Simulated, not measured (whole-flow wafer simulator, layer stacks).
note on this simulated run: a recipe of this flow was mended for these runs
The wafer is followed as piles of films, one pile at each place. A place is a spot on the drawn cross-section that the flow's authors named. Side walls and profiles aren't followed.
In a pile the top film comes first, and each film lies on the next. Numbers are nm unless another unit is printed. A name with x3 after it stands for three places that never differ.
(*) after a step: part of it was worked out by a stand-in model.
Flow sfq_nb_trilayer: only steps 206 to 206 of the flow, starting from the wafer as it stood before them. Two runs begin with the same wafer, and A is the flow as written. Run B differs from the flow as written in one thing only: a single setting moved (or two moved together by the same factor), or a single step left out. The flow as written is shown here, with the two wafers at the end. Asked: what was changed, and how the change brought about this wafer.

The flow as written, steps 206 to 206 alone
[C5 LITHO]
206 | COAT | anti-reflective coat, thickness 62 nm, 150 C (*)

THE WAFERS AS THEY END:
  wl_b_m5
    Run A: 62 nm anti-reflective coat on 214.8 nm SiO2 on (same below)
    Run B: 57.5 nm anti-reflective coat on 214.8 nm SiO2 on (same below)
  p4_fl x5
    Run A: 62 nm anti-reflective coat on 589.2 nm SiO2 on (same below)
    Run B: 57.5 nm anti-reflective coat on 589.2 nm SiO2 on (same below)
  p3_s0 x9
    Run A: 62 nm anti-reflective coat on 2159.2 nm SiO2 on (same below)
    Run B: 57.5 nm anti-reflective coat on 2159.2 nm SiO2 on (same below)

Cause: step 206, COAT: thickness 57.5 nm was run, though the flow has thickness 62 nm.
The wafer itself shows it: wl_b_m5 has anti-reflective coat 57.5, and step 206 as written asks for 62 nm.

The path from the change to this, step by step:
  206 | COAT | anti-reflective coat, thickness 62 nm, 150 C (*)
      p4_fl x5, p4_w1 x9, p3_s0 x9 and 41 more: A +62 anti-reflective coat (new film) | B +57.5 anti-reflective coat (new film)
      r5r_line_l, r5r_line_c, r5r_line_r: A +35.5 anti-reflective coat (new film) | B +31.2 anti-reflective coat (new film)
      (and at 39 other places as well)
